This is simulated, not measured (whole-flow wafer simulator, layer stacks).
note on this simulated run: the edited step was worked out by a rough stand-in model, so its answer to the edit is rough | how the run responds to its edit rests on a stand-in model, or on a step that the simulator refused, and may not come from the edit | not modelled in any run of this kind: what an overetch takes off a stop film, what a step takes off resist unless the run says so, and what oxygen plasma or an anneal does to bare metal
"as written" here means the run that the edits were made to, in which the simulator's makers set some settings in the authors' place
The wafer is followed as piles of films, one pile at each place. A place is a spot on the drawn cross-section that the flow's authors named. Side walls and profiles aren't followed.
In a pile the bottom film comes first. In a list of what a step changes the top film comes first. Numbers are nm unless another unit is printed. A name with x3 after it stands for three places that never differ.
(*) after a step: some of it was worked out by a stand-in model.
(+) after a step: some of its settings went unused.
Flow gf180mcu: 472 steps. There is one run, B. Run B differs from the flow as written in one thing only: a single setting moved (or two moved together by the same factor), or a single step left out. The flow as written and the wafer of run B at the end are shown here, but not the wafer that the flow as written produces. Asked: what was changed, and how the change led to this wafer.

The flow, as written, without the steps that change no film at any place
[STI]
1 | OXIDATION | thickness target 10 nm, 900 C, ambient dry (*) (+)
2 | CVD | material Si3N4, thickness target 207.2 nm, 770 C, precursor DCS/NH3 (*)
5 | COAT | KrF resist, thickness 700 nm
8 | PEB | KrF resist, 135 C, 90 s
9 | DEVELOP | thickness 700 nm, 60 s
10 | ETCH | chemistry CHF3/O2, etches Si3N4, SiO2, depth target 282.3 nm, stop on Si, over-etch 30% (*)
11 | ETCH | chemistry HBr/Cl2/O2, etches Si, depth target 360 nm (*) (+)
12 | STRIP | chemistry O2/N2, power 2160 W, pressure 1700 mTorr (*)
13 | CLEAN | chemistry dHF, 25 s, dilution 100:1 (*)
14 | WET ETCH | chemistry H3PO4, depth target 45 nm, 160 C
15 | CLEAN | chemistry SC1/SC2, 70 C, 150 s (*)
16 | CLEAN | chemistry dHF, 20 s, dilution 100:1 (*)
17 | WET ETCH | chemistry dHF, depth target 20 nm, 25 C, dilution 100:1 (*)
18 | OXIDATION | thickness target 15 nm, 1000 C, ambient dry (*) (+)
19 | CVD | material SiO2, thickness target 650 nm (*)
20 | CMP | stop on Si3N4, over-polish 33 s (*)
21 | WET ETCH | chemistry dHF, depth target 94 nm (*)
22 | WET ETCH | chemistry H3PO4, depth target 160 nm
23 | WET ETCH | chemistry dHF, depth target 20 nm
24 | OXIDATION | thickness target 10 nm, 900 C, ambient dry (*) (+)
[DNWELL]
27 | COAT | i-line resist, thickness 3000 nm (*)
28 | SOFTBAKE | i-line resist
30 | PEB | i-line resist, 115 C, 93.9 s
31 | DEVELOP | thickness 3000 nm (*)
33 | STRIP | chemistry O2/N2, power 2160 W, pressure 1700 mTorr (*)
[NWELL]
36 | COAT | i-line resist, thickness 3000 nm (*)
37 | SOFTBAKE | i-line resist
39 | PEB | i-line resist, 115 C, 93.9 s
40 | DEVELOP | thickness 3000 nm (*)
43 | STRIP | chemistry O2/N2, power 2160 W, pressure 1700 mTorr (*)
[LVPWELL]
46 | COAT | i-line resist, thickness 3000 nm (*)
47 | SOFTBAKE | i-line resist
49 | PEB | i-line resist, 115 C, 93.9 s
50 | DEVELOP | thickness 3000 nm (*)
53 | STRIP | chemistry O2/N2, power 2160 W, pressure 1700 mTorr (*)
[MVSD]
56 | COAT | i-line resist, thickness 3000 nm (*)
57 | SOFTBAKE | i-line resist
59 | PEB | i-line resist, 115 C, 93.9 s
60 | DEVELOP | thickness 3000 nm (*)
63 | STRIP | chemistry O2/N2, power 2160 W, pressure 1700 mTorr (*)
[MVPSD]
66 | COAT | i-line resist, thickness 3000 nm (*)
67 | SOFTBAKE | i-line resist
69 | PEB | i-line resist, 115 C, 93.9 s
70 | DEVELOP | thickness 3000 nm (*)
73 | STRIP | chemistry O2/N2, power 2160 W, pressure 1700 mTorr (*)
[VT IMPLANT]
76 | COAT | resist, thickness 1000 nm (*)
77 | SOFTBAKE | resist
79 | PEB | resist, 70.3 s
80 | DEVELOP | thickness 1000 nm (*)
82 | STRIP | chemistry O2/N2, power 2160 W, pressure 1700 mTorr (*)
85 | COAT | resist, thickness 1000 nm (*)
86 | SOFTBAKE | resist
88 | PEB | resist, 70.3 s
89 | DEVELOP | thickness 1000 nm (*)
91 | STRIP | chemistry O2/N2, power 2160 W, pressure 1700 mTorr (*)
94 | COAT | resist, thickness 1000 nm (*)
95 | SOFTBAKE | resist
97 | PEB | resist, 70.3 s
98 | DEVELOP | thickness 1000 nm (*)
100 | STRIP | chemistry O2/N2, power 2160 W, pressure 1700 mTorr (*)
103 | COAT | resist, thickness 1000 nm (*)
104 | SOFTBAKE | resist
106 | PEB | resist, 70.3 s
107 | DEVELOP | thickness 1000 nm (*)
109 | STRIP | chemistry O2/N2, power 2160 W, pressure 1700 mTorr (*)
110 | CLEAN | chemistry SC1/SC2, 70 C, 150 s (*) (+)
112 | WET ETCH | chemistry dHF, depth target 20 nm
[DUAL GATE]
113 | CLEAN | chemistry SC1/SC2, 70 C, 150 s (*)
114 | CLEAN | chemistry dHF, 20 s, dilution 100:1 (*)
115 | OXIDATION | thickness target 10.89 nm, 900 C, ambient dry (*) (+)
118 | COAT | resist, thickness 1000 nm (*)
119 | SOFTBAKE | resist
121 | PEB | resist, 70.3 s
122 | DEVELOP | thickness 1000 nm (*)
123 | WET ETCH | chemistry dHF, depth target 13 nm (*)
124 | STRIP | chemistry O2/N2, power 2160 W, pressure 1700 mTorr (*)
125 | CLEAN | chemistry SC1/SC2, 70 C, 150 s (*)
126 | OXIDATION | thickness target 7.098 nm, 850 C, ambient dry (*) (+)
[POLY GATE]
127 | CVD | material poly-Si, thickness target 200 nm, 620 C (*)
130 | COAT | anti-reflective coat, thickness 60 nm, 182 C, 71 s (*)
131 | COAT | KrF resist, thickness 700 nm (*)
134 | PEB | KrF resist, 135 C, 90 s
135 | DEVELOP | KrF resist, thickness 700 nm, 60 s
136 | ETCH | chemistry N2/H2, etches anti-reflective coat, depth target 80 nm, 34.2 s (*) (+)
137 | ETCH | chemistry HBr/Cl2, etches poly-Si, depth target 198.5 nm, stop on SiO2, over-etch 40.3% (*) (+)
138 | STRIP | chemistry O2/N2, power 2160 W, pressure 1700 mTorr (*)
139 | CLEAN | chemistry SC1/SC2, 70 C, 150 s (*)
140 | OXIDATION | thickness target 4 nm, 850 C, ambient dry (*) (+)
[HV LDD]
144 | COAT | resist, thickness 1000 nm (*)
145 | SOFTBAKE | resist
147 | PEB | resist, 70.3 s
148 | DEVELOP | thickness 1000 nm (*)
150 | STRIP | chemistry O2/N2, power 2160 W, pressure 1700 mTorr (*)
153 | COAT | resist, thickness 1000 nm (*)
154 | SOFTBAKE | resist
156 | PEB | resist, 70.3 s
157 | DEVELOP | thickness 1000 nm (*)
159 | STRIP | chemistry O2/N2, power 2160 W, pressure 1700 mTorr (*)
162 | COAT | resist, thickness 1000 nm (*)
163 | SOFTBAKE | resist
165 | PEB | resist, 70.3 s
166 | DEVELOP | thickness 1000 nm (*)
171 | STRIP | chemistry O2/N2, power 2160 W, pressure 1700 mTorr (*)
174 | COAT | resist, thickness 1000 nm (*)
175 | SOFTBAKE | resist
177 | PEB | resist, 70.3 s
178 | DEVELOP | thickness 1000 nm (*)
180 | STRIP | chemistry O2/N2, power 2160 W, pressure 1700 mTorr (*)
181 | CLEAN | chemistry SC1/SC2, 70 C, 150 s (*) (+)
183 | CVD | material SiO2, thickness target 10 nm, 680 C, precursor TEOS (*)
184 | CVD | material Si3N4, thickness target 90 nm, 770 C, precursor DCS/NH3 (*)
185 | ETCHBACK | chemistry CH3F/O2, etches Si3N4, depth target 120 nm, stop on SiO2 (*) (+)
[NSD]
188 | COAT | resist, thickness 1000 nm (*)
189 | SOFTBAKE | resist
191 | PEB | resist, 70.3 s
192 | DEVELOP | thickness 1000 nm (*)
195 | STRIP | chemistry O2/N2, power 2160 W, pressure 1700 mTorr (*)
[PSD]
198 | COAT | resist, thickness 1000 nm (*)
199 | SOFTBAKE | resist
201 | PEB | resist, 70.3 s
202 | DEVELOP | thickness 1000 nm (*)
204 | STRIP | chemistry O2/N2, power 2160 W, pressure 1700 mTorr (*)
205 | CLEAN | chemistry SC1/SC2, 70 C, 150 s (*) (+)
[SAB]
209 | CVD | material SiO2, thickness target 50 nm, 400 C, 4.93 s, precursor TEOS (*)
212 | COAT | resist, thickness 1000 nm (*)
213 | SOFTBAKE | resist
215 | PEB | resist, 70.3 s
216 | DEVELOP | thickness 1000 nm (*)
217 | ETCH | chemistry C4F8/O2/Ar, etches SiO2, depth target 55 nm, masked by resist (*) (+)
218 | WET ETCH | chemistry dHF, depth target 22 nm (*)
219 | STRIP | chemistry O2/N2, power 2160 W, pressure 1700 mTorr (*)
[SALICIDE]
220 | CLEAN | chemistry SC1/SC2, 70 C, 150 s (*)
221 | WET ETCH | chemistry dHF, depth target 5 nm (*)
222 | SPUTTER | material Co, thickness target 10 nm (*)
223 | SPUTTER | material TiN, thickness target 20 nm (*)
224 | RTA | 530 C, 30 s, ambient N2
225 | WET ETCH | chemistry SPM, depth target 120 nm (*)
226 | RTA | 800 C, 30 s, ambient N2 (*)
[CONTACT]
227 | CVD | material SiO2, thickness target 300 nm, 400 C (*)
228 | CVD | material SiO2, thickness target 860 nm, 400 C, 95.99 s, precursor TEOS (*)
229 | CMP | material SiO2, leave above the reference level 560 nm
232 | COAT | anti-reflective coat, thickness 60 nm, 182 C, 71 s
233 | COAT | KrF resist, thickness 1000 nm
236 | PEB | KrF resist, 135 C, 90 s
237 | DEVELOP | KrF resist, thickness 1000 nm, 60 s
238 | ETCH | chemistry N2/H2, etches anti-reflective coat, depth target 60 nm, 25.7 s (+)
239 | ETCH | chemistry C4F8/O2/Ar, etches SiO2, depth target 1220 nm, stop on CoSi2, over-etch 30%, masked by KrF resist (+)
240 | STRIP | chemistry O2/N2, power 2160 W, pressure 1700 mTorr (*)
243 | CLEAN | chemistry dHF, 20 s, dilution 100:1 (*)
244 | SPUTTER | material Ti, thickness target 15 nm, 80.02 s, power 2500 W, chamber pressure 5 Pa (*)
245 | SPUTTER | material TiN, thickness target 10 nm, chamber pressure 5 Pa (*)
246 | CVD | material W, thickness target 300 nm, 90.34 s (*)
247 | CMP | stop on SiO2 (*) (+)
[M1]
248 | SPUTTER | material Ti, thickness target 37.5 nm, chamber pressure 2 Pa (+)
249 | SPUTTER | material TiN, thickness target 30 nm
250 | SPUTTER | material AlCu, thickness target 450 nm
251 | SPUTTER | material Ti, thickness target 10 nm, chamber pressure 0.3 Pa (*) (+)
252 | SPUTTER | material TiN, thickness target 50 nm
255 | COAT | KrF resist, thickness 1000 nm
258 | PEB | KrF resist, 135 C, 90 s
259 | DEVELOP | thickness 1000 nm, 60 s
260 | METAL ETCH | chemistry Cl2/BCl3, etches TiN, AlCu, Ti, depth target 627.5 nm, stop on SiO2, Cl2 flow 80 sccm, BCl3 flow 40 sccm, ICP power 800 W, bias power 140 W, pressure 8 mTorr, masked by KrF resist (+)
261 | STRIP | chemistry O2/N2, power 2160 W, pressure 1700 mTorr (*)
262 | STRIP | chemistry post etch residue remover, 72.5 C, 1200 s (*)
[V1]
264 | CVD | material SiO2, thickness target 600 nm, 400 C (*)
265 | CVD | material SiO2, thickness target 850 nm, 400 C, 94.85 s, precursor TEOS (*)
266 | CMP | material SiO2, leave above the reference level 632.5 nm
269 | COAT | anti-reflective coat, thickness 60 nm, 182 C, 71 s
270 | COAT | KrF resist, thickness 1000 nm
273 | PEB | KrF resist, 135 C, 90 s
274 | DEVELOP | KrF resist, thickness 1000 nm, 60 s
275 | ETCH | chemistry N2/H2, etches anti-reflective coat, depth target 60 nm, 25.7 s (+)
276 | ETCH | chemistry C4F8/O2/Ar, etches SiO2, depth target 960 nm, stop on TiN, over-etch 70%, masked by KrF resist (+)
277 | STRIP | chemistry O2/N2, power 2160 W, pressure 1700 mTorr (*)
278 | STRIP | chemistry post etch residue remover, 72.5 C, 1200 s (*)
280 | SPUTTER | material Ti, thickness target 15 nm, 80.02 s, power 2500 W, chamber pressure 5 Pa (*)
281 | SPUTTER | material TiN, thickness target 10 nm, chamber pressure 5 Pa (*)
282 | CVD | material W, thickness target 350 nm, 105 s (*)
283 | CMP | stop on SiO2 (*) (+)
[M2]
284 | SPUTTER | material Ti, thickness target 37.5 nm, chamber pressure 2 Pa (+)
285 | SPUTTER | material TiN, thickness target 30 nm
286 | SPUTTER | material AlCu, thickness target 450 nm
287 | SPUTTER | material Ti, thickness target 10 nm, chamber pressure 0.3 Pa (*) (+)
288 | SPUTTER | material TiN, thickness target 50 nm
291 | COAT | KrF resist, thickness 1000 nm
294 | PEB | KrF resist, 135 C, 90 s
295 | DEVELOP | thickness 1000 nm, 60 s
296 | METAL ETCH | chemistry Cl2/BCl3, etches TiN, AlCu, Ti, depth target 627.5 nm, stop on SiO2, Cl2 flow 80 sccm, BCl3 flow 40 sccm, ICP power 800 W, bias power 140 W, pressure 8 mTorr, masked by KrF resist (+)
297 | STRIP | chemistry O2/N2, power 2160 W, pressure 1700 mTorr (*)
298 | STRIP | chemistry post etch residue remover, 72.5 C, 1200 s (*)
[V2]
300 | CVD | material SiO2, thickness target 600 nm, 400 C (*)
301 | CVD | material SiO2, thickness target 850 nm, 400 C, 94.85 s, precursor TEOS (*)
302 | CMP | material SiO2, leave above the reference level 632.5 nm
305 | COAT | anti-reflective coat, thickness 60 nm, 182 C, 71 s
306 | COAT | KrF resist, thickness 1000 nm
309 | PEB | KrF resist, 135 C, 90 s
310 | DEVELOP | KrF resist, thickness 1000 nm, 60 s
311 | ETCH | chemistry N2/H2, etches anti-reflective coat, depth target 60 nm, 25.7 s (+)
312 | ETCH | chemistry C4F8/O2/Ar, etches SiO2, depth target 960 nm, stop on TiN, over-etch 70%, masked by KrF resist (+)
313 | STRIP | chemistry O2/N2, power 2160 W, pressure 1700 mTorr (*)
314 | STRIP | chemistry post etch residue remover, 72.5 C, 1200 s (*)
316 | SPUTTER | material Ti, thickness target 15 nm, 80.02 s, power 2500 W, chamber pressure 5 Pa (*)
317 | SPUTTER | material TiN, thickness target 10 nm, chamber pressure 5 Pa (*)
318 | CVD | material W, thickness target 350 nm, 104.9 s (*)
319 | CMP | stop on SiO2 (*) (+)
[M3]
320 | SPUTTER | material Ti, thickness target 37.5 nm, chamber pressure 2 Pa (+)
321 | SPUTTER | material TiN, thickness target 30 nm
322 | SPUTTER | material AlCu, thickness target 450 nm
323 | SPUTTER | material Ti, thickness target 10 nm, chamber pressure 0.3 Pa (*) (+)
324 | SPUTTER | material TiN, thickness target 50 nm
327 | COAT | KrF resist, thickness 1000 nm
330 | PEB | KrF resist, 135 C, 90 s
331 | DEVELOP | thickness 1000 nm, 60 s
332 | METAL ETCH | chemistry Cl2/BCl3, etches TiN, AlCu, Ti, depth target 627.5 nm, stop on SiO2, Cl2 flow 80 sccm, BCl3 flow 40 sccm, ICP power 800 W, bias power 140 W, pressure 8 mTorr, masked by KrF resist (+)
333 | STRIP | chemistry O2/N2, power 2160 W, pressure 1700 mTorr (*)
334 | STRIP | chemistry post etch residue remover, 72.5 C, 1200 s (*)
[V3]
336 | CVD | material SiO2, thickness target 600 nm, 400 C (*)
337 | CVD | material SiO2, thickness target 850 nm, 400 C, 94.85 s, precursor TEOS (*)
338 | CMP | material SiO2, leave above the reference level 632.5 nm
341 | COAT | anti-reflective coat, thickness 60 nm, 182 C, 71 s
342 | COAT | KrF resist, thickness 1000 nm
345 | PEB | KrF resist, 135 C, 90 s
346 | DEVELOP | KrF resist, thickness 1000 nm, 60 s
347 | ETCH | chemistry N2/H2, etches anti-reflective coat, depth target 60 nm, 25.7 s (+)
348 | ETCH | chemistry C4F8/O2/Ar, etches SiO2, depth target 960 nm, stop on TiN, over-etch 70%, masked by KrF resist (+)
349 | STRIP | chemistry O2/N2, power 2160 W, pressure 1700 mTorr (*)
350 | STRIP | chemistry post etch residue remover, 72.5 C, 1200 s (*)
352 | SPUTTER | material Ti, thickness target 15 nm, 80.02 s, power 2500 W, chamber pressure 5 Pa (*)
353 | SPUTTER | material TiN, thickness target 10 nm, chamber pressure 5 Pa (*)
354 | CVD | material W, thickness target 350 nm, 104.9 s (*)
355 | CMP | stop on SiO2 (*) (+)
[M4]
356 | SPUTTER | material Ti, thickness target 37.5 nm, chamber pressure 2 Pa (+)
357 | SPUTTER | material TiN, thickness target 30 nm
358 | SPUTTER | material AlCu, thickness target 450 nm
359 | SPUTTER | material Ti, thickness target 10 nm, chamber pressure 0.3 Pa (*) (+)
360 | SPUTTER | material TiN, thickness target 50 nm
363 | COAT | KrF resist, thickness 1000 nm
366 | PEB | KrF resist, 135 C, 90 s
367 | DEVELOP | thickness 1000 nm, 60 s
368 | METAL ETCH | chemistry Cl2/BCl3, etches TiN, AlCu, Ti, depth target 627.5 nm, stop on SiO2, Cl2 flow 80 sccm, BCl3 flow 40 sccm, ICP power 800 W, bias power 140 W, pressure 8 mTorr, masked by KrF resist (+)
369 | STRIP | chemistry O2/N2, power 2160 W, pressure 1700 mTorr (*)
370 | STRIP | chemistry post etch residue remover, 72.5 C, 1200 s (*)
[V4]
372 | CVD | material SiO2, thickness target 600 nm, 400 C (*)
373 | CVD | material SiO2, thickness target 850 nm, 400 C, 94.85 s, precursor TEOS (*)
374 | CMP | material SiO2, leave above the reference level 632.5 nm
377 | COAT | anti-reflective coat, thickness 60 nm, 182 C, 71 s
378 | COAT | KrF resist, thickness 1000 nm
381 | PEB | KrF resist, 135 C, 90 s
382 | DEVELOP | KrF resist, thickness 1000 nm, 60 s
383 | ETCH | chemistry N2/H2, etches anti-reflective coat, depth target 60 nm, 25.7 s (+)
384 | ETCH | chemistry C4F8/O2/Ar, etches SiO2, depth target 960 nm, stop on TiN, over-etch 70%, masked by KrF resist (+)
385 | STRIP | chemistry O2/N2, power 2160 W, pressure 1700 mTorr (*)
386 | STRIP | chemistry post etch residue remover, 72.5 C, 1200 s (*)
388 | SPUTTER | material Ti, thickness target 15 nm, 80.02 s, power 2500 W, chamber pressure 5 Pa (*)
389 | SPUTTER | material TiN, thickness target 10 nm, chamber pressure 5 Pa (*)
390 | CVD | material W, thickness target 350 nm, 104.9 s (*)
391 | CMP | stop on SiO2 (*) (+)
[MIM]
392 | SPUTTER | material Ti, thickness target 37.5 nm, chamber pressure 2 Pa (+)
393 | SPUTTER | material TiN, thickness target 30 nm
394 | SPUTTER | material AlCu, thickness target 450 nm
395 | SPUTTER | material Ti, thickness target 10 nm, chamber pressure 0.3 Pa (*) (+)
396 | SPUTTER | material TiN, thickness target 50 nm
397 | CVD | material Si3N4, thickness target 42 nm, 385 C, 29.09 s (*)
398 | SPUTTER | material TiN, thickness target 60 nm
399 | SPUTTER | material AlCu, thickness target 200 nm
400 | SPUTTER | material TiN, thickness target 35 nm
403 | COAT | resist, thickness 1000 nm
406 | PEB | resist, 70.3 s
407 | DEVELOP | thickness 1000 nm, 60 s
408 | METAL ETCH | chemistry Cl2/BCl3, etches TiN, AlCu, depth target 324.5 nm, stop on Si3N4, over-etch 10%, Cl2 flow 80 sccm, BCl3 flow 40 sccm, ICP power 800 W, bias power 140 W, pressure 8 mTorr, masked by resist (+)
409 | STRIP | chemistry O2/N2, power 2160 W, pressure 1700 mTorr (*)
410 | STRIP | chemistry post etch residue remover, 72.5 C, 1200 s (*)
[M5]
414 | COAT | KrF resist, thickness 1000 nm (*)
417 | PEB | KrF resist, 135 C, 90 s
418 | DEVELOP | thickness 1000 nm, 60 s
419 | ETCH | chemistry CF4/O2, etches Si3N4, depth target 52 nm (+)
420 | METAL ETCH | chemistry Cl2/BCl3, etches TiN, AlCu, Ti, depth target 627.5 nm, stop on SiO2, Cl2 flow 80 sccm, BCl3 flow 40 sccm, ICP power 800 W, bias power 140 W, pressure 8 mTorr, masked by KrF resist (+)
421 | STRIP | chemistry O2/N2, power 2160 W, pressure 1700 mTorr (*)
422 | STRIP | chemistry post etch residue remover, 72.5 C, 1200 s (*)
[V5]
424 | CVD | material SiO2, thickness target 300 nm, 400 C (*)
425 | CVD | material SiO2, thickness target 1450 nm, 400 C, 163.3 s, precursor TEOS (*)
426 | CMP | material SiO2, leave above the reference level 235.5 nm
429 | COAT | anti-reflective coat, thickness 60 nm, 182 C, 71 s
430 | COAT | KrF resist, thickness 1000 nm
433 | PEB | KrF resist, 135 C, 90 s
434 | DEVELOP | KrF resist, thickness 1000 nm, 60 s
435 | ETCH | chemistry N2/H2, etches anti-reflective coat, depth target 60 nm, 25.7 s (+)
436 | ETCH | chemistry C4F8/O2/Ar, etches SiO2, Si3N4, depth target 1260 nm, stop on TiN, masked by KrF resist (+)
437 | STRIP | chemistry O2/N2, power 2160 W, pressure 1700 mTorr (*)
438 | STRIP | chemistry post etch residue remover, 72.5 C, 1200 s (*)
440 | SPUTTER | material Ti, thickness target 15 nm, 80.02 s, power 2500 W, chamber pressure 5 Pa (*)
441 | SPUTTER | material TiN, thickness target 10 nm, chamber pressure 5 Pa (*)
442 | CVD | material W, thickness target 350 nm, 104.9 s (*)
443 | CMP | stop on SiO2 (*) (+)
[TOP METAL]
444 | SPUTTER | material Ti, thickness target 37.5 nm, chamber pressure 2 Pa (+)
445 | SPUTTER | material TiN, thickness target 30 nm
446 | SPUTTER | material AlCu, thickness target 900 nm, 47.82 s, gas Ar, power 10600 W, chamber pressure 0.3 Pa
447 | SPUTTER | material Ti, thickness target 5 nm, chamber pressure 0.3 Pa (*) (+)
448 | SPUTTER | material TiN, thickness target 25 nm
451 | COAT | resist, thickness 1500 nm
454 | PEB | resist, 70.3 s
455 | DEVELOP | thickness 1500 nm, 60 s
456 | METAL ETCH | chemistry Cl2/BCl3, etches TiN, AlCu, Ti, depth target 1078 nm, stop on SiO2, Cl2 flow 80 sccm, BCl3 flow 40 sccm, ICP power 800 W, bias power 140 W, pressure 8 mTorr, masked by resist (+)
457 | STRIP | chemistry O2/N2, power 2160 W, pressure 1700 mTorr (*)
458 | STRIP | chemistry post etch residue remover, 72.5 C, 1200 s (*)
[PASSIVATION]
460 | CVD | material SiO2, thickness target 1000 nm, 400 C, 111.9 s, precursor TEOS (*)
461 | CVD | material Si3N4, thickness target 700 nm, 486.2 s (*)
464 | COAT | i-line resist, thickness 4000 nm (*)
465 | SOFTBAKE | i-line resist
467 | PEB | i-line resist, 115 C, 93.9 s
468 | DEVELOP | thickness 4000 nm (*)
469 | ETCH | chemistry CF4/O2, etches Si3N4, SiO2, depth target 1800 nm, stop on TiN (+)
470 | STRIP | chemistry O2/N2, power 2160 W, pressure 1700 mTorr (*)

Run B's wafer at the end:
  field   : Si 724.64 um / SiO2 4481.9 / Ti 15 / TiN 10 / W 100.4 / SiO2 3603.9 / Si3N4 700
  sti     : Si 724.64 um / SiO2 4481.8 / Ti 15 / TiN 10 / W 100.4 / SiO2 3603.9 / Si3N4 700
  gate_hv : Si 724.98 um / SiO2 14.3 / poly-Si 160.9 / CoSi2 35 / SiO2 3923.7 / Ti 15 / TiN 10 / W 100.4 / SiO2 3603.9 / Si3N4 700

Cause: step 337, CVD: thickness target 382 nm was run, though the flow has thickness target 850 nm; step 337, CVD: 42.68 s was run, where the flow has 94.85 s.

How this came from the change, step by step:
  337 | CVD | material SiO2, thickness target 850 nm, 400 C, 94.85 s, precursor TEOS (*)
      field, field__w1, field__w2 and 108 more: SiO2 gains 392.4 (in the flow as written it would be: SiO2 gains 850)
  338 | CMP | material SiO2, leave above the reference level 632.5 nm
      field, field__w1, field__w2 and 103 more: nothing (in the flow as written it would be: SiO2 loses 300)
      field__w8, contact, m1, m1__w1, m1_nw: SiO2 loses 419.5 (in the flow as written it would be: SiO2 loses 877.1)
  341 | COAT | anti-reflective coat, thickness 60 nm, 182 C, 71 s
      field: anti-reflective coat gains 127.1 (new film) (in the flow as written it would be: anti-reflective coat gains 60 (new film))
      field__w1: anti-reflective coat gains 88.2 (new film) (in the flow as written it would be: anti-reflective coat gains 60 (new film))
      (and at 20 other places as well)
  342 | COAT | KrF resist, thickness 1000 nm
      field: KrF resist gains 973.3 (new film) (in the flow as written it would be: KrF resist gains 1000 (new film))
      field__w1: KrF resist gains 974.8 (new film) (in the flow as written it would be: KrF resist gains 1000 (new film))
      (and at 13 other places as well)
  345 | PEB | KrF resist, 135 C, 90 s
      polyc_n, polyc_n_rim: KrF resist loses 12 (in the flow as written it would be: KrF resist loses 10.5)
      contact: KrF resist loses 9.22 (in the flow as written it would be: KrF resist loses 10.5)
      (and at 6 other places as well)
  346 | DEVELOP | KrF resist, thickness 1000 nm, 60 s
      contact: KrF resist loses 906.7 (all of it) (in the flow as written it would be: KrF resist loses 989.5 (all of it))
  347 | ETCH | chemistry N2/H2, etches anti-reflective coat, depth target 60 nm, 25.7 s (+)
      contact: anti-reflective coat loses 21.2 (all of it), SiO2 loses 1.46 (in the flow as written it would be: anti-reflective coat loses 60 (all of it), SiO2 loses 0.46)
  349 | STRIP | chemistry O2/N2, power 2160 W, pressure 1700 mTorr (*)
      field: KrF resist loses 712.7 (all of it), anti-reflective coat loses 127.1 (all of it) (in the flow as written it would be: KrF resist loses 739.2 (all of it), anti-reflective coat loses 60 (all of it))
      field__w1: KrF resist loses 714.2 (all of it), anti-reflective coat loses 88.2 (all of it) (in the flow as written it would be: KrF resist loses 739.2 (all of it), anti-reflective coat loses 60 (all of it))
      (and at 19 other places as well)
  352 | SPUTTER | material Ti, thickness target 15 nm, 80.02 s, power 2500 W, chamber pressure 5 Pa (*)
      contact: Ti gains 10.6 (new film) (in the flow as written it would be: Ti gains 9.65 (new film))
  353 | SPUTTER | material TiN, thickness target 10 nm, chamber pressure 5 Pa (*)
      contact: TiN gains 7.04 (new film) (in the flow as written it would be: TiN gains 6.4 (new film))
  354 | CVD | material W, thickness target 350 nm, 104.9 s (*)
      contact: W gains 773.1 (new film) (in the flow as written it would be: W gains 932.3 (new film))
  355 | CMP | stop on SiO2 (*) (+)
      field, field__w1, field__w2 and 103 more: W loses 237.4 (in the flow as written it would be: W loses 350 (all of it), TiN loses 10 (all of it), Ti loses 15 (all of it), SiO2 loses 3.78)
      field__w8, m1, m1__w1, m1_nw: W loses 350 (all of it), TiN loses 10 (all of it), Ti loses 15 (all of it), SiO2 loses 20 (in the flow as written it would be: W loses 350 (all of it), TiN loses 10 (all of it), Ti loses 15 (all of it), SiO2 loses 3.78)
      (and at 1 other place as well)
  368 | METAL ETCH | chemistry Cl2/BCl3, etches TiN, AlCu, Ti, depth target 627.5 nm, stop on SiO2, Cl2 flow 80 sccm, BCl3 flow 40 sccm, ICP power 800 W, bias power 140 W, pressure 8 mTorr, masked by KrF resist (+)
      field, field__w1, field__w2 and 103 more: TiN loses 50 (all of it), Ti loses 10 (all of it), AlCu loses 450 (all of it), TiN loses 30 (all of it), Ti loses 37.5 (all of it), W loses 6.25 (in the flow as written it would be: TiN loses 50 (all of it), Ti loses 10 (all of it), AlCu loses 450 (all of it), TiN loses 30 (all of it), Ti loses 37.5 (all of it))
  370 | STRIP | chemistry post etch residue remover, 72.5 C, 1200 s (*)
      field, field__w1, field__w2 and 103 more: W loses 6.01 (in the flow as written it would be: nothing)
  372 | CVD | material SiO2, thickness target 600 nm, 400 C (*)
      field, field__w1, field__w2 and 103 more: SiO2 gains 600 (new film) (in the flow as written it would be: SiO2 gains 600)
  374 | CMP | material SiO2, leave above the reference level 632.5 nm
      field, field__w1, field__w2 and 103 more: SiO2 loses 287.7 (in the flow as written it would be: SiO2 loses 300)
Taking metal films that touch as one body, field has 1 body; the flow as written gives 0 bodies.
Taking metal films that touch as one body, sti has 1 body; the flow as written gives 0 bodies.
Taking metal films that touch as one body, gate_hv has 2 bodies (between them, from the top down: SiO2 3923.7); the flow as written gives 1 body.
